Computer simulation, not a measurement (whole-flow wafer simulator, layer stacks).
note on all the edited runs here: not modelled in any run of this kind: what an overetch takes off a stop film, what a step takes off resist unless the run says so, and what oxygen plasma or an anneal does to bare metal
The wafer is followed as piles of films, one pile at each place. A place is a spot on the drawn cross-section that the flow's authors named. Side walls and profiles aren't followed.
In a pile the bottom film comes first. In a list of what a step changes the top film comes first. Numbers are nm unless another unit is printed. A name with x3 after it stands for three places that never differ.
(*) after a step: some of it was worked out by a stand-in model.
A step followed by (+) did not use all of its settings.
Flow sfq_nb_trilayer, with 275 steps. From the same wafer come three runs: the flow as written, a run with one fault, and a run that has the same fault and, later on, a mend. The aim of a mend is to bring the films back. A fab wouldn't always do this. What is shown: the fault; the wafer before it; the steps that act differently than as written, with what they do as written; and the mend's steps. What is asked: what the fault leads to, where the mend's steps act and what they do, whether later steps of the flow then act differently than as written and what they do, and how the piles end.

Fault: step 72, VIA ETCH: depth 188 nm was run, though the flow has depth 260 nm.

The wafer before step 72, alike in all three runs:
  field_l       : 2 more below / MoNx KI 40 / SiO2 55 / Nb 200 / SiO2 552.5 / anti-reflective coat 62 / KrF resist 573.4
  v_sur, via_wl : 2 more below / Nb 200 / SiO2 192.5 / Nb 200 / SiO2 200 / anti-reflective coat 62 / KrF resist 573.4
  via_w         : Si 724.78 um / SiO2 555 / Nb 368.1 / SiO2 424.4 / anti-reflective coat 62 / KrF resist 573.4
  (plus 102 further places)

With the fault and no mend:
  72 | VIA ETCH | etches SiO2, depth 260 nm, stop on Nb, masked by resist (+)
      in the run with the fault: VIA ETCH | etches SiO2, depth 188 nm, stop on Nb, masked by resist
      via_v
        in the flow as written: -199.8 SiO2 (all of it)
        in the run with the fault: -188 SiO2
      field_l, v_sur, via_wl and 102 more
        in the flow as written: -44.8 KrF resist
        in the run with the fault: -32.4 KrF resist
  Steps further on in the flow that do not act as written (6 other steps are not shown; they differ only slightly, by no more than 2% or 0.5 nm, whichever is larger):
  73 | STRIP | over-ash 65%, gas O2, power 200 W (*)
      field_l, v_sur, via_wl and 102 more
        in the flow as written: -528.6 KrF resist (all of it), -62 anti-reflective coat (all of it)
        in the run with the fault: -541 KrF resist (all of it), -62 anti-reflective coat (all of it)
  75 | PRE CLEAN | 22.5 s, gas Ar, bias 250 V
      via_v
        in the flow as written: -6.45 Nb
        in the run with the fault: -7.5 SiO2
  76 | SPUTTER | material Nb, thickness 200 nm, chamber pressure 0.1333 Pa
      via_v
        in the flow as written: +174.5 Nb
        in the run with the fault: +176.8 Nb (new film)
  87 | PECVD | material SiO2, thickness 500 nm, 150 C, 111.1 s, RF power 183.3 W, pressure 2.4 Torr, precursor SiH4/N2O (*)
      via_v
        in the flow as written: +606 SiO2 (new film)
        in the run with the fault: +593 SiO2 (new film)
  At via_v, the piles at the end differ from the flow's by more than 2% or 0.5 nm, whichever is larger.
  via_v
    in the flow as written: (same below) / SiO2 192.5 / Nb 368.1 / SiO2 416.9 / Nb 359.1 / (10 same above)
    in the run with the fault: (same below) / SiO2 192.5 / Nb 200 / SiO2 4.34 / Nb 176.8 / SiO2 403.9 / Nb 359.1 / (10 same above)

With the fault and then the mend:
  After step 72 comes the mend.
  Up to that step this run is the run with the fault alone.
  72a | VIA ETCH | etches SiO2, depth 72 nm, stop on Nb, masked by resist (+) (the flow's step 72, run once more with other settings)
      field_l, v_sur, via_wl and 102 more
        -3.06 KrF resist
      via_v
        -11.8 SiO2 (all of it)
  None of the later steps of the flow differs from how it acts as written, at any place that is followed, by more than 2% or 0.5 nm, whichever is larger.
  The piles end the same as the flow's at every place that both follow.
